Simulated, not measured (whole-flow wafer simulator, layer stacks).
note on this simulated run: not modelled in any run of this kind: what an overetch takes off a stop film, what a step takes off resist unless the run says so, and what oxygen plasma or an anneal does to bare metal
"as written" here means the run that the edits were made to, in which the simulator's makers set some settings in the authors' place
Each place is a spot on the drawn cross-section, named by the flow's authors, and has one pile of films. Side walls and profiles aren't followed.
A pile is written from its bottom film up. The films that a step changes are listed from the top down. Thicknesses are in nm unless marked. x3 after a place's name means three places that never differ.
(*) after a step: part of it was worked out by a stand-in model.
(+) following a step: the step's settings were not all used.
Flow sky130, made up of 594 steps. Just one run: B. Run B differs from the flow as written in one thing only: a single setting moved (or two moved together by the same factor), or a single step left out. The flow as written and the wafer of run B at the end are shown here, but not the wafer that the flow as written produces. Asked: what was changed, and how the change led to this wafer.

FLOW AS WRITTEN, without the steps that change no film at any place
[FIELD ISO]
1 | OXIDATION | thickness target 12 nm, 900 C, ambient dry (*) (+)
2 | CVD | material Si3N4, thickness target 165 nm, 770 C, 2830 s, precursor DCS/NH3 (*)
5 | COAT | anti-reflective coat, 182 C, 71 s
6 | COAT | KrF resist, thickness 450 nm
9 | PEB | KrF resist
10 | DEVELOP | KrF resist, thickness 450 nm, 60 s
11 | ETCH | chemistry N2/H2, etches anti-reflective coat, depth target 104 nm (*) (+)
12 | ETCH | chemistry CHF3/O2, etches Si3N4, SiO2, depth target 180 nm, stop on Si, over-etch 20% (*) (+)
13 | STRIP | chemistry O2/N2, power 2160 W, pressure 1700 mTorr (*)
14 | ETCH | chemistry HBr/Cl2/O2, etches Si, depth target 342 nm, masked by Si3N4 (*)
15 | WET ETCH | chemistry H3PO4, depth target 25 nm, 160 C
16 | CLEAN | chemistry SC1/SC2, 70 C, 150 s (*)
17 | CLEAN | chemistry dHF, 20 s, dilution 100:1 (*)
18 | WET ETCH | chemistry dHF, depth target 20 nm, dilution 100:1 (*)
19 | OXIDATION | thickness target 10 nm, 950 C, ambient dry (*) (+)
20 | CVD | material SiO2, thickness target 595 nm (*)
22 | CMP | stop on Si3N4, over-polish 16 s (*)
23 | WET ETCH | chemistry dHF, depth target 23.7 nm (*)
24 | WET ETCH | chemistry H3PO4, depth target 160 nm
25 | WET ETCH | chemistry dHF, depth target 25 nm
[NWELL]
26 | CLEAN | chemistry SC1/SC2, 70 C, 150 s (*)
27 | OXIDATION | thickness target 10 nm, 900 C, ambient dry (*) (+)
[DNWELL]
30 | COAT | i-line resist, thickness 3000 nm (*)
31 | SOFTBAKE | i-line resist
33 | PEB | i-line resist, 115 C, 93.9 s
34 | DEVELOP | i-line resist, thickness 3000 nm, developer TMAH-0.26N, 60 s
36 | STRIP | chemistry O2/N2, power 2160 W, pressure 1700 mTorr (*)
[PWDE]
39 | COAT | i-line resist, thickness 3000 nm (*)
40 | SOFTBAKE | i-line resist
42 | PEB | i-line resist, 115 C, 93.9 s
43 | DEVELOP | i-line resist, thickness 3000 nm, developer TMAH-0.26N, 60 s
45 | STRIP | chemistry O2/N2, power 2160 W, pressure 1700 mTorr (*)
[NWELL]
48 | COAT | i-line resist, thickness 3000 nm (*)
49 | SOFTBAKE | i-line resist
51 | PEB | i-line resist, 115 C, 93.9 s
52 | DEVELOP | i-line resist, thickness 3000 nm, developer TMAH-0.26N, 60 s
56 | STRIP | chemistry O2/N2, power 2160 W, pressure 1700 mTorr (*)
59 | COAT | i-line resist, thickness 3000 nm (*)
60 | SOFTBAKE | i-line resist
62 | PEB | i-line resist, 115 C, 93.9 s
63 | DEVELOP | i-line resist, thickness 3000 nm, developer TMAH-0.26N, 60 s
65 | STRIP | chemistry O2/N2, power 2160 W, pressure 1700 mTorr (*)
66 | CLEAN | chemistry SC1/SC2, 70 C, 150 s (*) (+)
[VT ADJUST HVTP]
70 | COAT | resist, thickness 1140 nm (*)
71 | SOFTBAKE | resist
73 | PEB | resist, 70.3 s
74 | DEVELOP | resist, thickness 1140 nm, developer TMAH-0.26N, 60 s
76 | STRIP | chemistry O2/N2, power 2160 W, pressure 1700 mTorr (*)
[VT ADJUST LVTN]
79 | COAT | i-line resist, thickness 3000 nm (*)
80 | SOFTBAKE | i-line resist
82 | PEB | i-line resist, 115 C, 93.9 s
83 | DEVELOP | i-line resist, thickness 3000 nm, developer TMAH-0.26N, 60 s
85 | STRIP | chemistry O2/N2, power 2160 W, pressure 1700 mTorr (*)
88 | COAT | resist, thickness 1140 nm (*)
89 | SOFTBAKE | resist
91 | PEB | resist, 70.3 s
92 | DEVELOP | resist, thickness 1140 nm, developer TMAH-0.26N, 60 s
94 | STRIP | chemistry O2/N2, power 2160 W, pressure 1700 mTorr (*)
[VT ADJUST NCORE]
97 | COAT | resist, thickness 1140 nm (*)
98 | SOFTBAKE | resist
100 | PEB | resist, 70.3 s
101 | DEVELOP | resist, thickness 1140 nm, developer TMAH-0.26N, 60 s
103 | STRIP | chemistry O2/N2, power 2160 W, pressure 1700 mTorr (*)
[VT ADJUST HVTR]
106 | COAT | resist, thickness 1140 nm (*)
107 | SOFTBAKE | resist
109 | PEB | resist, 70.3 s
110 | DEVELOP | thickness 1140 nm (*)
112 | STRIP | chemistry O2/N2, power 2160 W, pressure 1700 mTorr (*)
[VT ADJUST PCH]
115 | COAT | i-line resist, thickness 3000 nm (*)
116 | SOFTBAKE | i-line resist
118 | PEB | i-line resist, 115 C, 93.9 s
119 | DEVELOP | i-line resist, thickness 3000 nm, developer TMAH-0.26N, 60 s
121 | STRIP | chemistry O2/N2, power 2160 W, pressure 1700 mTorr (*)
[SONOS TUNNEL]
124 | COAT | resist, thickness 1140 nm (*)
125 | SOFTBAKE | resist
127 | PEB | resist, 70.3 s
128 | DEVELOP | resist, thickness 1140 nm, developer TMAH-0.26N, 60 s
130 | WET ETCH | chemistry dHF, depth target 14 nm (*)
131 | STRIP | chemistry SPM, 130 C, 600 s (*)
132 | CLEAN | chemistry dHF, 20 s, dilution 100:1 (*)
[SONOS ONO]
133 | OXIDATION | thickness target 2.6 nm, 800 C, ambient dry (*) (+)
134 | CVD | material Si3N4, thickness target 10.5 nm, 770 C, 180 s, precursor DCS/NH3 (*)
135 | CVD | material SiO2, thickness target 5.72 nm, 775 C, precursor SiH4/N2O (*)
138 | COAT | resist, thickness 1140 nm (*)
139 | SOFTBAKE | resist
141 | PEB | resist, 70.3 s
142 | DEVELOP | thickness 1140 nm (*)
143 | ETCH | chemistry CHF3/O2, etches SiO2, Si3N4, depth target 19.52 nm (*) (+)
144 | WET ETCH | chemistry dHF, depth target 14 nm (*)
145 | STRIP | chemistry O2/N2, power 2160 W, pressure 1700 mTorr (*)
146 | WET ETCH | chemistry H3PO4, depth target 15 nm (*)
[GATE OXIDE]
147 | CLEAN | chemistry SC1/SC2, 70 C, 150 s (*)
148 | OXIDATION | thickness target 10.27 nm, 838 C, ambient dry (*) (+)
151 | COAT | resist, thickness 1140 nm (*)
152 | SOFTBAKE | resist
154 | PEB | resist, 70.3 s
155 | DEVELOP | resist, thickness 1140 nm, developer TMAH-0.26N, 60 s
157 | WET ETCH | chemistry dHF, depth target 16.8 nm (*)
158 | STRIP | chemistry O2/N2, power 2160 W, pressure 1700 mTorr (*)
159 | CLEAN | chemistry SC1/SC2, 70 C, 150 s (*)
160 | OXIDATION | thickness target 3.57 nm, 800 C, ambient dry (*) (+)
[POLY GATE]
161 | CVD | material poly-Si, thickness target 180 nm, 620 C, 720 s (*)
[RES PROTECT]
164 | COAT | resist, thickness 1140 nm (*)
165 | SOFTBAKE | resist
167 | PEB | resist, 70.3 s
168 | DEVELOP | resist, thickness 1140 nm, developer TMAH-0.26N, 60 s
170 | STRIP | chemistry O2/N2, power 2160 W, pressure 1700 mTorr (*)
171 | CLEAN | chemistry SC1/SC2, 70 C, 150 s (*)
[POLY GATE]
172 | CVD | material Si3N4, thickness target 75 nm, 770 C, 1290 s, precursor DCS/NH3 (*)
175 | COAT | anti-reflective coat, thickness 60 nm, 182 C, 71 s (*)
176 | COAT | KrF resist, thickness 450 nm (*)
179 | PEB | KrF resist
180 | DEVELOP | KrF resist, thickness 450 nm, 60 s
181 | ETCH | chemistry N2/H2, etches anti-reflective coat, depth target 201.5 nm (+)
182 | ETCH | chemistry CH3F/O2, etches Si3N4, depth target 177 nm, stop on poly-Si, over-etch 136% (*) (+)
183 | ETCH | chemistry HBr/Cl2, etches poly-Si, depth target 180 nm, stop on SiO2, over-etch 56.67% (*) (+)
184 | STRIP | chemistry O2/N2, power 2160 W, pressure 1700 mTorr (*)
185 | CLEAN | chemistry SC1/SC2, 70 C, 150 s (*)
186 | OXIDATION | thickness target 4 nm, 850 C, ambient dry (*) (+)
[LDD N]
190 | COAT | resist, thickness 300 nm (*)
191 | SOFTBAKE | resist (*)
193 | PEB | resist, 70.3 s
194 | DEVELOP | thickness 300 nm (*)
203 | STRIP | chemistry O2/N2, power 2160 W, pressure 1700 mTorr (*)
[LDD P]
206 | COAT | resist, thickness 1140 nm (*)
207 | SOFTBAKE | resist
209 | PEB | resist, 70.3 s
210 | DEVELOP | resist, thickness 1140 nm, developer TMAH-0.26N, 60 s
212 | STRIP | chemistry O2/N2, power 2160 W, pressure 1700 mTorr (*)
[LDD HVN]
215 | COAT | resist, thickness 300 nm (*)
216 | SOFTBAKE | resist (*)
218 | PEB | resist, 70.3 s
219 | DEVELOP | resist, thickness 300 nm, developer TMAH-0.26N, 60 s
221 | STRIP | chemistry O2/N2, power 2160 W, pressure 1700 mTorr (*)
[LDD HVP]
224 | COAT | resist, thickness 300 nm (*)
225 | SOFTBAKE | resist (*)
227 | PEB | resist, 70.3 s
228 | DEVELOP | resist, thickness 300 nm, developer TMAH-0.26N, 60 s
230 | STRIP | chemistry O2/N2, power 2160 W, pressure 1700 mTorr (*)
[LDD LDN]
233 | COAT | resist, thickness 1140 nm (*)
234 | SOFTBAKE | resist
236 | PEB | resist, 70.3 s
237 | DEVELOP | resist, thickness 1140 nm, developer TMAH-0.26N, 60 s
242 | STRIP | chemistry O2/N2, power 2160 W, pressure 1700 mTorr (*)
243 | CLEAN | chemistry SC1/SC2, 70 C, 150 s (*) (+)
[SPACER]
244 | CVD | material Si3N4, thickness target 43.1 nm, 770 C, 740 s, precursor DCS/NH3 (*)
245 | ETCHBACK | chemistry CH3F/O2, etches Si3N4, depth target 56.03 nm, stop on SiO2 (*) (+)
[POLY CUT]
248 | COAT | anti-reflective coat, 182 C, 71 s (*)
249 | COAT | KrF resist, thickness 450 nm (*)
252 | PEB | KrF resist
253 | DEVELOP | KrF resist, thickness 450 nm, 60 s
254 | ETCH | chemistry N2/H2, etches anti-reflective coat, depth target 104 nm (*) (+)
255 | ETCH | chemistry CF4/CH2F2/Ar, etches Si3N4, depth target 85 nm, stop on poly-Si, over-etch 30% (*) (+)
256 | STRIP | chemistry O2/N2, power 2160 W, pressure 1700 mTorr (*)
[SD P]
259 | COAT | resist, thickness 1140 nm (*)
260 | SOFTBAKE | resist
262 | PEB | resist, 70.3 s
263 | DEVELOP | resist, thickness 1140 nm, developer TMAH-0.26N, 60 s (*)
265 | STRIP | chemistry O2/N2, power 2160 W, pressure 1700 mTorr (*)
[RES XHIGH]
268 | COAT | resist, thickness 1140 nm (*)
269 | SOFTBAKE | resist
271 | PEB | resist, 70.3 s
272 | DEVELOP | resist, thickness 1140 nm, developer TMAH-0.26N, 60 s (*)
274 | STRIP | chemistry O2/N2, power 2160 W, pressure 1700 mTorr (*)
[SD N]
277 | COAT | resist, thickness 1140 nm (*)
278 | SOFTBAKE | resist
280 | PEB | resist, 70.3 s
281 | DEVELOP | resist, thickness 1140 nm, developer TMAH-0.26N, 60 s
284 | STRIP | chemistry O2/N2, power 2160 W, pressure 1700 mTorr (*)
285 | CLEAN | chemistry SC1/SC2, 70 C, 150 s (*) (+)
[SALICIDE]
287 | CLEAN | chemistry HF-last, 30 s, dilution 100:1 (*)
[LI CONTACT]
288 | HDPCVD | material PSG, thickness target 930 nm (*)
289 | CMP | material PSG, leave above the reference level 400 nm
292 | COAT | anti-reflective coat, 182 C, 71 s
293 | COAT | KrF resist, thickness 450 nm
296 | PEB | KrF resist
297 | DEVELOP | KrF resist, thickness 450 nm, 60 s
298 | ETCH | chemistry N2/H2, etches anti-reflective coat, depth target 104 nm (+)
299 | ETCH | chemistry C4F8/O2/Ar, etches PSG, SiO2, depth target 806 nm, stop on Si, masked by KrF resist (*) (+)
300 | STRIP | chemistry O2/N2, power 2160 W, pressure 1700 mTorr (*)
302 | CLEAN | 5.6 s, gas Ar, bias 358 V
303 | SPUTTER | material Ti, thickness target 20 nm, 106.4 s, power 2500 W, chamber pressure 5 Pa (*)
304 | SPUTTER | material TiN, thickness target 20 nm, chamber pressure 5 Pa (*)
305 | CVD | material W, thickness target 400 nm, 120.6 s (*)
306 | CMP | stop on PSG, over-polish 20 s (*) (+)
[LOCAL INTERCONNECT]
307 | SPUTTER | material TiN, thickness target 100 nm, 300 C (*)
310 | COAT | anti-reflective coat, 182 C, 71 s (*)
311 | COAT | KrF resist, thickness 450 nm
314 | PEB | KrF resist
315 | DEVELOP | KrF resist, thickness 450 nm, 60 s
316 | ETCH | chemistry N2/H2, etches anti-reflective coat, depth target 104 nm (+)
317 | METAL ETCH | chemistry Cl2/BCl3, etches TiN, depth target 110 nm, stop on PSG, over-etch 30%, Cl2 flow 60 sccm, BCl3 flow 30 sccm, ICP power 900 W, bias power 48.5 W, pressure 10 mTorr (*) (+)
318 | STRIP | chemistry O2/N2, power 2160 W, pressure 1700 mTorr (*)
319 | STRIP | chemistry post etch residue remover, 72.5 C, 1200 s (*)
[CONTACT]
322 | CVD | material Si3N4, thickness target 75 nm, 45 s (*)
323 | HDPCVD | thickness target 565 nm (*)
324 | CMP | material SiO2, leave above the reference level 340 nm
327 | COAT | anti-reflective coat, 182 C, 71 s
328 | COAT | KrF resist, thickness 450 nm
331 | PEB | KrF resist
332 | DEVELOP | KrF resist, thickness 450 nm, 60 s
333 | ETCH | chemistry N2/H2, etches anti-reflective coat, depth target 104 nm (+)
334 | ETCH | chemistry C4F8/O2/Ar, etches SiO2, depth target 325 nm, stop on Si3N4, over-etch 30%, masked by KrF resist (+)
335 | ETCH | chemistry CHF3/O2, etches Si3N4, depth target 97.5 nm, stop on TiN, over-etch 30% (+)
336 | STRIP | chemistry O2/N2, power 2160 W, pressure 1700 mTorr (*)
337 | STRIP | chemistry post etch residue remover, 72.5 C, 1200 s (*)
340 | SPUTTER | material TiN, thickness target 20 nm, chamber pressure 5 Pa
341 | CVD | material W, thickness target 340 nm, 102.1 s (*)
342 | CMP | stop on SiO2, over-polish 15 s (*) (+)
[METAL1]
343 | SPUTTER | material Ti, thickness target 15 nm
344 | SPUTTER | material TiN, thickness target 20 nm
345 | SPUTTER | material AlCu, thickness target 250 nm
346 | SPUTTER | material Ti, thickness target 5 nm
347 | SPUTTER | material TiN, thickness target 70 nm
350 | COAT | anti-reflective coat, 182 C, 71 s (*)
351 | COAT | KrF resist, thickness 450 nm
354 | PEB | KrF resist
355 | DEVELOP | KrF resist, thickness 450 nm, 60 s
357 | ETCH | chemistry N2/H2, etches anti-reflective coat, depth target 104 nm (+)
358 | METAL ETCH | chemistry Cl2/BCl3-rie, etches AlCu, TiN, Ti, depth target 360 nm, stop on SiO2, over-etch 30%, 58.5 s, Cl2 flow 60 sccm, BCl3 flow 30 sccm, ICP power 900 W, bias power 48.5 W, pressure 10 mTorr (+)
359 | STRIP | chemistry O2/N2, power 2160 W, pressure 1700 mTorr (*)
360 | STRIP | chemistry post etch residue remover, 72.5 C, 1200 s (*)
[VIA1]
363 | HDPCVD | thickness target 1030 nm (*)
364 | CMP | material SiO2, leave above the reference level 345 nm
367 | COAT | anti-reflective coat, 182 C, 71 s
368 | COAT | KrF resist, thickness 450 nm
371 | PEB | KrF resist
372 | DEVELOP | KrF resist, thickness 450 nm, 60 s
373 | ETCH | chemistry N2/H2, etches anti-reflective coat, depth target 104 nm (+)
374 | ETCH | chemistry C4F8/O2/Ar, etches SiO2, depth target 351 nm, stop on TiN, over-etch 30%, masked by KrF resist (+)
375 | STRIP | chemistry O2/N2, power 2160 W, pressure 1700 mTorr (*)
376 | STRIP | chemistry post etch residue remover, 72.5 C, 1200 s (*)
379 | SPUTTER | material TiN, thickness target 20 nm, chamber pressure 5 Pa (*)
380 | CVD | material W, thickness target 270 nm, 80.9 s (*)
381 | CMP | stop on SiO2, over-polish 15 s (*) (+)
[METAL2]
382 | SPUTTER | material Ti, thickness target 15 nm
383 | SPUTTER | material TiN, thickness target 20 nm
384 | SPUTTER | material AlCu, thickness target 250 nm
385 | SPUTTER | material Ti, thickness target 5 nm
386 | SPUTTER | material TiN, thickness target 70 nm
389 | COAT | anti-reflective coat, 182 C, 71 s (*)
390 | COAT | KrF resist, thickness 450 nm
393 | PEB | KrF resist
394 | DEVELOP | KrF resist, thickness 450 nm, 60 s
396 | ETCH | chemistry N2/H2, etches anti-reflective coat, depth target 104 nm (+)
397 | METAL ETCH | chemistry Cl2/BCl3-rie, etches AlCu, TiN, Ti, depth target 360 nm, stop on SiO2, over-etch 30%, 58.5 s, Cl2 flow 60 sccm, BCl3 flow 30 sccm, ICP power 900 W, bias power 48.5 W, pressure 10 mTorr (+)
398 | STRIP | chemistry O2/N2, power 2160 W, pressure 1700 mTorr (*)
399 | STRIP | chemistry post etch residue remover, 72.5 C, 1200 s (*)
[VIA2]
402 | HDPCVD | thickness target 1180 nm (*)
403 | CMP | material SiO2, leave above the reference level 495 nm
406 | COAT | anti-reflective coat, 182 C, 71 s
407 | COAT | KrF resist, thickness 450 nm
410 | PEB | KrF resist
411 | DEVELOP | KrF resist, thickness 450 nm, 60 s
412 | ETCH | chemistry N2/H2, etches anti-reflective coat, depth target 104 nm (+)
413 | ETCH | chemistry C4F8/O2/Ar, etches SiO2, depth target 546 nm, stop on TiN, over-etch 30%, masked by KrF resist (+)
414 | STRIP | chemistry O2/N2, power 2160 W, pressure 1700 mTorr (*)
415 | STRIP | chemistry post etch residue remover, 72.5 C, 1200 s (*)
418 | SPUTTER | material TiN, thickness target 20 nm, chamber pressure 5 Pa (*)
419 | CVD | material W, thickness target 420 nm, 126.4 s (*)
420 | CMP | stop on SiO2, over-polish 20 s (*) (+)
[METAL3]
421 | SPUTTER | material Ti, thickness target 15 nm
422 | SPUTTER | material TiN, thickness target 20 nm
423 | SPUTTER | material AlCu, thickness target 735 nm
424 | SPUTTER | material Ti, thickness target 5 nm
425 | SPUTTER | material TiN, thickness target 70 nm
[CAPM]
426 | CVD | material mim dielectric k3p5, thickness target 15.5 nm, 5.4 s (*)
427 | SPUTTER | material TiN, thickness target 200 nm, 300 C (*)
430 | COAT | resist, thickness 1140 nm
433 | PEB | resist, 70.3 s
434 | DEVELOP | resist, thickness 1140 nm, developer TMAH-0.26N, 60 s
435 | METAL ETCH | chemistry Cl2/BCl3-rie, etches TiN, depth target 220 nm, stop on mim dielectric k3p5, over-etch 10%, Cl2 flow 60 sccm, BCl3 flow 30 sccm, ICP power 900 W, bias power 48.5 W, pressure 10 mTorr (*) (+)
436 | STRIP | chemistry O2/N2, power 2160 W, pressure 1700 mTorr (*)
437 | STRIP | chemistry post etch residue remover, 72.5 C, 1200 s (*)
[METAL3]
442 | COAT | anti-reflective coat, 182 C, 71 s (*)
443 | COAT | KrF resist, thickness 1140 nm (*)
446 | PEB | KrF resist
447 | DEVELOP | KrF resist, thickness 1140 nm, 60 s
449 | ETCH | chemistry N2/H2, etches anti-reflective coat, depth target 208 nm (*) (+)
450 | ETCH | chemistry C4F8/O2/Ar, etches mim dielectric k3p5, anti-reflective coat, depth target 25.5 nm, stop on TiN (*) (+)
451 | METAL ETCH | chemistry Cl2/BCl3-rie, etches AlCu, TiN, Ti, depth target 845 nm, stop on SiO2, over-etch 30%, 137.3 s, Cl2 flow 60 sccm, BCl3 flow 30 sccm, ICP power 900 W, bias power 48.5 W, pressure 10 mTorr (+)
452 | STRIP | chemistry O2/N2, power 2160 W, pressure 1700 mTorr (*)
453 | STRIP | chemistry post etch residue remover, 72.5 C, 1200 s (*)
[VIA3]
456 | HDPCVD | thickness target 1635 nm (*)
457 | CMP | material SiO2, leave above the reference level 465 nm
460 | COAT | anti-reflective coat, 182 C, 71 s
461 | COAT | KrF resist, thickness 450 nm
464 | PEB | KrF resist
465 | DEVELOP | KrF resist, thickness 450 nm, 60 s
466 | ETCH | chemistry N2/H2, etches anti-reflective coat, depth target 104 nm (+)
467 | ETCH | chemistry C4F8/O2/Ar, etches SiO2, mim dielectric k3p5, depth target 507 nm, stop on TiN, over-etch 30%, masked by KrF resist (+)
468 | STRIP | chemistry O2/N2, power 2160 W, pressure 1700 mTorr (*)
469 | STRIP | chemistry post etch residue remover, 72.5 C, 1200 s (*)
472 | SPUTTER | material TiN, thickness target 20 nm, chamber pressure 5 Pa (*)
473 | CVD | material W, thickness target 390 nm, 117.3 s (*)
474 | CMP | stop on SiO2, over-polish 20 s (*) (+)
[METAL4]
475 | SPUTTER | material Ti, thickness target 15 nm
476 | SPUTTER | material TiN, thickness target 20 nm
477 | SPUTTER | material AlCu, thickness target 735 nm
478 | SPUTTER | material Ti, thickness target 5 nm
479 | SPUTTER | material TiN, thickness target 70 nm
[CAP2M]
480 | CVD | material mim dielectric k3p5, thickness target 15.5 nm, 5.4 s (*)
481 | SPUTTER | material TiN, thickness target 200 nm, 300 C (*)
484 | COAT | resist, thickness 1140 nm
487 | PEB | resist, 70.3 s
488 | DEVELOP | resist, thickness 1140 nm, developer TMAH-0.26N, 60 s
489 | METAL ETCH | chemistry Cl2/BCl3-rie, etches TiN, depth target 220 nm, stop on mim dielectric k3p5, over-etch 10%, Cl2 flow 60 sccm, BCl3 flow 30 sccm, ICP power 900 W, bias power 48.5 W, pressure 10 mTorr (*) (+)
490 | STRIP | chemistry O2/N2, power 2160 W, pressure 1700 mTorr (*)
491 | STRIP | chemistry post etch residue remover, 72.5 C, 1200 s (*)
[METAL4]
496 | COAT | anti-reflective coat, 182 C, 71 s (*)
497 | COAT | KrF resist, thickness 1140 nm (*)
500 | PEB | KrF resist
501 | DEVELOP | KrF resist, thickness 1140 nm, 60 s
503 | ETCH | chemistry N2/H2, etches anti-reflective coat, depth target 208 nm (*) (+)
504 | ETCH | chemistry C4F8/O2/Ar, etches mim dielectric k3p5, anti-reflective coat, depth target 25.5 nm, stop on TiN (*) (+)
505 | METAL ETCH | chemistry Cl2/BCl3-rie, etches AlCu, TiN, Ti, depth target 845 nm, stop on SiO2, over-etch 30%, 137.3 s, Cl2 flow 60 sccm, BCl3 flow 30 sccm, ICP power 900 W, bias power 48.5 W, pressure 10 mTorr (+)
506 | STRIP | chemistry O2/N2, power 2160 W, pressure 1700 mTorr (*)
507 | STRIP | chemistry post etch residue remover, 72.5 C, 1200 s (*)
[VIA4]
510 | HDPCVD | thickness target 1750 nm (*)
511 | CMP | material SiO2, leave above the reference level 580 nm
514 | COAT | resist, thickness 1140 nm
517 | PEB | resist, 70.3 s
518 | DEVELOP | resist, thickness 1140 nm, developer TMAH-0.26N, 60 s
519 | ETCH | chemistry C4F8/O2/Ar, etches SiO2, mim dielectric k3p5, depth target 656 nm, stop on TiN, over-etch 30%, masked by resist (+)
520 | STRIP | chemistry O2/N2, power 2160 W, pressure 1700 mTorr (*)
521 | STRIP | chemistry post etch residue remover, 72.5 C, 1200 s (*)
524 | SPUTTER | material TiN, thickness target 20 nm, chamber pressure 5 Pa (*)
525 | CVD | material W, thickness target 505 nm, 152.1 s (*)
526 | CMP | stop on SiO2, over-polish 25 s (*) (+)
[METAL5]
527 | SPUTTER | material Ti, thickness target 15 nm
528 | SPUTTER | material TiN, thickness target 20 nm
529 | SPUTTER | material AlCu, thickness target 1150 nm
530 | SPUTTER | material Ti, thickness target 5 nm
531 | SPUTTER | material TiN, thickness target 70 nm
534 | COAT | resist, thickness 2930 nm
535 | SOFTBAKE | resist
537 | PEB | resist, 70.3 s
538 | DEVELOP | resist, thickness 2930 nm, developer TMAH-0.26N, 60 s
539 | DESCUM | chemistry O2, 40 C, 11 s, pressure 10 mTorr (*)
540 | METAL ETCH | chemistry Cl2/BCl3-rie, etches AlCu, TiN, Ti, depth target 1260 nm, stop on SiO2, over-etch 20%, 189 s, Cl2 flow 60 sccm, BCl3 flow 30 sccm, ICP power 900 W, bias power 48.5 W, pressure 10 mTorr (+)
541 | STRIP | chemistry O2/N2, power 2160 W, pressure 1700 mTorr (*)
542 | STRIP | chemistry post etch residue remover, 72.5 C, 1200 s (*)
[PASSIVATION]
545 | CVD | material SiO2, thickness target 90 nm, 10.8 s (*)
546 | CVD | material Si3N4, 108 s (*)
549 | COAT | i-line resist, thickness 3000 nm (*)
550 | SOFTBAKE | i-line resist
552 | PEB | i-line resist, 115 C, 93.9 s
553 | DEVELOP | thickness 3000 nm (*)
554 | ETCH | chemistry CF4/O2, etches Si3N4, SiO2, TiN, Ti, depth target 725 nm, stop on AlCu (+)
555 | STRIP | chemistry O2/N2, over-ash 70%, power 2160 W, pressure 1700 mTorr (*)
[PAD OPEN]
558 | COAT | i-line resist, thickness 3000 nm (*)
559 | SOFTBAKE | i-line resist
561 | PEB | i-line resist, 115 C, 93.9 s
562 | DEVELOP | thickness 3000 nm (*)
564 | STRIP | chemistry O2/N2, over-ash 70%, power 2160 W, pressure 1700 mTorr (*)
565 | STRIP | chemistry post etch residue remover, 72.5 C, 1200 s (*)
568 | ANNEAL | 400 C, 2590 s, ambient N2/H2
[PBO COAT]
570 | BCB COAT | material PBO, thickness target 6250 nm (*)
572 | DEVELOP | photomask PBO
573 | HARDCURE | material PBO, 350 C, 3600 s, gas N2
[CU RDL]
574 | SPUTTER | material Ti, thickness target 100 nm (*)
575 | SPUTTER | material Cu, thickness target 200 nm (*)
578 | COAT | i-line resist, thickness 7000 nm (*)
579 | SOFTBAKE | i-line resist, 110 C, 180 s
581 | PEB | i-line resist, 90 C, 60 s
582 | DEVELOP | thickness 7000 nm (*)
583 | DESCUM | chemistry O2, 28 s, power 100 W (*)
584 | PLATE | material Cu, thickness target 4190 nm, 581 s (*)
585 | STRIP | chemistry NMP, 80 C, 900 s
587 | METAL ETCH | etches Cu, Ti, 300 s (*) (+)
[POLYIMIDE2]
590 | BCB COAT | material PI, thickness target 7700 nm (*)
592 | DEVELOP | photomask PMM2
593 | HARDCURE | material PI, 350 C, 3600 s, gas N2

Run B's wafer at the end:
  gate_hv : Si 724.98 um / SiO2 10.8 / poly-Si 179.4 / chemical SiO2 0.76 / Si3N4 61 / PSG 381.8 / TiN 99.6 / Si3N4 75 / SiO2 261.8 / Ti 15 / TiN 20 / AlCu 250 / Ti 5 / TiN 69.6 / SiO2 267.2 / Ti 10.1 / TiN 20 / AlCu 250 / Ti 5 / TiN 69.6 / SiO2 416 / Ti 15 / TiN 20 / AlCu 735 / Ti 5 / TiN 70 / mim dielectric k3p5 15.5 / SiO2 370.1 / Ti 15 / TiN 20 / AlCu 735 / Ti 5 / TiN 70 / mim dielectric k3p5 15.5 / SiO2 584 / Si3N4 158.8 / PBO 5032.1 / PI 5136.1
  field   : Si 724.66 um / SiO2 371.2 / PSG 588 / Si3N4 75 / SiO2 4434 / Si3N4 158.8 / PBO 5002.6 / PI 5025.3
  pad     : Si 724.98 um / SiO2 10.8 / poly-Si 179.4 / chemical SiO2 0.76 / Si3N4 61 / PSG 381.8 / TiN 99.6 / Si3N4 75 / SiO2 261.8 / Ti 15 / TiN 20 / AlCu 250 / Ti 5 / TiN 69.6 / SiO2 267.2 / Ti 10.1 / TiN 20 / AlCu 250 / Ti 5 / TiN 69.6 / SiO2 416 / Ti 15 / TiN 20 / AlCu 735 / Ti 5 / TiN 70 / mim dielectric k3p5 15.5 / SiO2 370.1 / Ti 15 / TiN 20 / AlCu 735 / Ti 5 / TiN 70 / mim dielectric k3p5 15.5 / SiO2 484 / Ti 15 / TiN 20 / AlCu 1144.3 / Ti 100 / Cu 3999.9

The reason: step 382, SPUTTER: thickness target 10.1 nm was run, though the flow has thickness target 15 nm.
The wafer lets one read it off: gate_hv has Ti 10.1, and step 382 as written asks for 15 nm.

The path from the change to this, step by step:
  382 | SPUTTER | material Ti, thickness target 15 nm
      field, active, n_well and 188 more: Ti gains 10.1 (new film) (as written it would have been: Ti gains 15 (new film))
  397 | METAL ETCH | chemistry Cl2/BCl3-rie, etches AlCu, TiN, Ti, depth target 360 nm, stop on SiO2, over-etch 30%, 58.5 s, Cl2 flow 60 sccm, BCl3 flow 30 sccm, ICP power 900 W, bias power 48.5 W, pressure 10 mTorr (+)
      field, active, gate and 82 more: TiN loses 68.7 (all of it), Ti loses 5 (all of it), AlCu loses 250 (all of it), TiN loses 20 (all of it), Ti loses 10.1 (all of it), SiO2 loses 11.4 (as written it would have been: TiN loses 68.7 (all of it), Ti loses 5 (all of it), AlCu loses 250 (all of it), TiN loses 20 (all of it), Ti loses 15 (all of it), SiO2 loses 10.9)
